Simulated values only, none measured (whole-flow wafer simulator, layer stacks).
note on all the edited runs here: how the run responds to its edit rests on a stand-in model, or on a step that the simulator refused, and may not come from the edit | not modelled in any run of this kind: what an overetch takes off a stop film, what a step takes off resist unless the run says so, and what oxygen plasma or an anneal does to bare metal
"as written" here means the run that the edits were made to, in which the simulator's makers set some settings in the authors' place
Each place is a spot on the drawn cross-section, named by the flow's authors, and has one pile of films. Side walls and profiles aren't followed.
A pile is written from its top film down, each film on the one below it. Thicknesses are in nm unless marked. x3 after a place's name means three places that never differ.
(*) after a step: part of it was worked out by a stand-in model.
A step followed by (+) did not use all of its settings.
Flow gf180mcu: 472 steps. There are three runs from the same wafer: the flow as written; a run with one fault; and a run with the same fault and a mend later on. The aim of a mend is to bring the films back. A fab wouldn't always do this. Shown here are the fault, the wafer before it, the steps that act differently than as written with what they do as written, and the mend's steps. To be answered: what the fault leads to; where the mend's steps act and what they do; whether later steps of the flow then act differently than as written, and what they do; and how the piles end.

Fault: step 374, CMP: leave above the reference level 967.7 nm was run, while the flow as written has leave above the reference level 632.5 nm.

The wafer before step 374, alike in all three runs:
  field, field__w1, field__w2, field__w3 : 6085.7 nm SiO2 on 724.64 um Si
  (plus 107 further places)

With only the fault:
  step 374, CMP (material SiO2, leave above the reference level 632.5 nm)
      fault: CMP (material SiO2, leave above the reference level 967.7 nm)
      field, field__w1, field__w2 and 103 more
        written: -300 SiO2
        fault: nothing
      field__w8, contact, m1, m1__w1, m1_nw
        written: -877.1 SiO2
        fault: -541.9 SiO2
  Steps later in the flow that act otherwise than as written (not shown: 10 more steps that differ only slightly, by at most 2% or 0.5 nm, whichever is larger):
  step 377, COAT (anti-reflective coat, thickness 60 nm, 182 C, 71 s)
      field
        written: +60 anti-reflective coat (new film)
        fault: +74 anti-reflective coat (new film)
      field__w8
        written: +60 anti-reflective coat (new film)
        fault: +40 anti-reflective coat (new film)
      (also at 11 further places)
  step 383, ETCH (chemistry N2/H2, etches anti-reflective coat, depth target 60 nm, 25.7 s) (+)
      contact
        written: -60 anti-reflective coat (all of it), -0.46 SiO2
        fault: -40.9 anti-reflective coat (all of it), -0.95 SiO2
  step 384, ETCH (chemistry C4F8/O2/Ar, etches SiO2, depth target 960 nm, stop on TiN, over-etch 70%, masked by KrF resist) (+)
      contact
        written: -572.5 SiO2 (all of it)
        fault: -907.2 SiO2 (all of it)
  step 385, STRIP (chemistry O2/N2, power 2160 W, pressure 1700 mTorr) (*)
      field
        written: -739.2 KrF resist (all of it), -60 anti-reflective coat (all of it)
        fault: -732.2 KrF resist (all of it), -74 anti-reflective coat (all of it)
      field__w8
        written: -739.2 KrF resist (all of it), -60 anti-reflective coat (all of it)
        fault: -735.9 KrF resist (all of it), -40 anti-reflective coat (all of it)
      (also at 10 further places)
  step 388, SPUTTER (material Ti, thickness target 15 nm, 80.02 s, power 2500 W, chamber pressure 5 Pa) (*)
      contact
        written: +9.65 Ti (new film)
        fault: +8.11 Ti (new film)
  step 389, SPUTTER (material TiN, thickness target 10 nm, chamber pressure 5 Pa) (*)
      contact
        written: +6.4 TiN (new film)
        fault: +5.38 TiN (new film)
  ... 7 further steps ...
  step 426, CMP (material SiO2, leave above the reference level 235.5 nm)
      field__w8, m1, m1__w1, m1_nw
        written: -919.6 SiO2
        fault: -953.4 SiO2
  By the end, the piles at field, field__w1, field__w2 and 109 more depart from the flow's by more than 2% or 0.5 nm, whichever is larger.
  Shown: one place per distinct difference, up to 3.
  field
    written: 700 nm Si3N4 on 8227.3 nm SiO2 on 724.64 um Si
    fault: 700 nm Si3N4 on 8527.3 nm SiO2 on 724.64 um Si
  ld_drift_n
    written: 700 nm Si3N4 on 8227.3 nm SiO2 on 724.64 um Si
    fault: 700 nm Si3N4 on 8527.2 nm SiO2 on 724.64 um Si
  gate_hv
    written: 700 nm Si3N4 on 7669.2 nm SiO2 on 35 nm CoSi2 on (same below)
    fault: 700 nm Si3N4 on 7969.1 nm SiO2 on 35 nm CoSi2 on (same below)

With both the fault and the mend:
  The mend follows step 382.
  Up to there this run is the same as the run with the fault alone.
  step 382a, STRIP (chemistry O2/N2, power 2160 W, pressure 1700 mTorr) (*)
      iso_ptap_pw, iso_ntap_nw, iso_nw_fld and 33 more
        -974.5 KrF resist (all of it), -60 anti-reflective coat (all of it)
      field_sub, field_sub__w1, field_sub__w2 and 15 more
        -974.8 KrF resist (all of it), -60.1 anti-reflective coat (all of it)
      field__w2, field__w3, field__w6 and 12 more
        -974.9 KrF resist (all of it), -60.1 anti-reflective coat (all of it)
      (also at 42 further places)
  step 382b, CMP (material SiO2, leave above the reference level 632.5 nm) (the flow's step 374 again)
      field, field__w1, field__w2 and 103 more
        -300 SiO2
      field__w8, contact, m1, m1__w1, m1_nw
        -335.2 SiO2
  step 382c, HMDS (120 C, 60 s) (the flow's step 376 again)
      does not change any film at any place that is followed
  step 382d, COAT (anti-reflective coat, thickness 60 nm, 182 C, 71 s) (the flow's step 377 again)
      field, field__w1, field__w2 and 108 more
        +60 anti-reflective coat (new film)
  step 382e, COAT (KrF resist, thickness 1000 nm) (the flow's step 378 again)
      field, field__w1, field__w2 and 108 more
        +1000 KrF resist (new film)
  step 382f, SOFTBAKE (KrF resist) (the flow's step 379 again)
      does not change any film at any place that is followed
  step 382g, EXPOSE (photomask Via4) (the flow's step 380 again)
      does not change any film at any place that is followed
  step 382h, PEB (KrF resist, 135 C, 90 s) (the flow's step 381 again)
      field, field__w1, field__w2 and 108 more
        -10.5 KrF resist
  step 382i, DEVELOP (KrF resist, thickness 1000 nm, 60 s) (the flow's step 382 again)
      field, field__w1, field__w2 and 107 more
        -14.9 KrF resist
      contact
        -989.5 KrF resist (all of it)
  Every later step of the flow that is run acts as written at every place that is followed.
  By the end, the piles equal the flow's at every place that both follow.
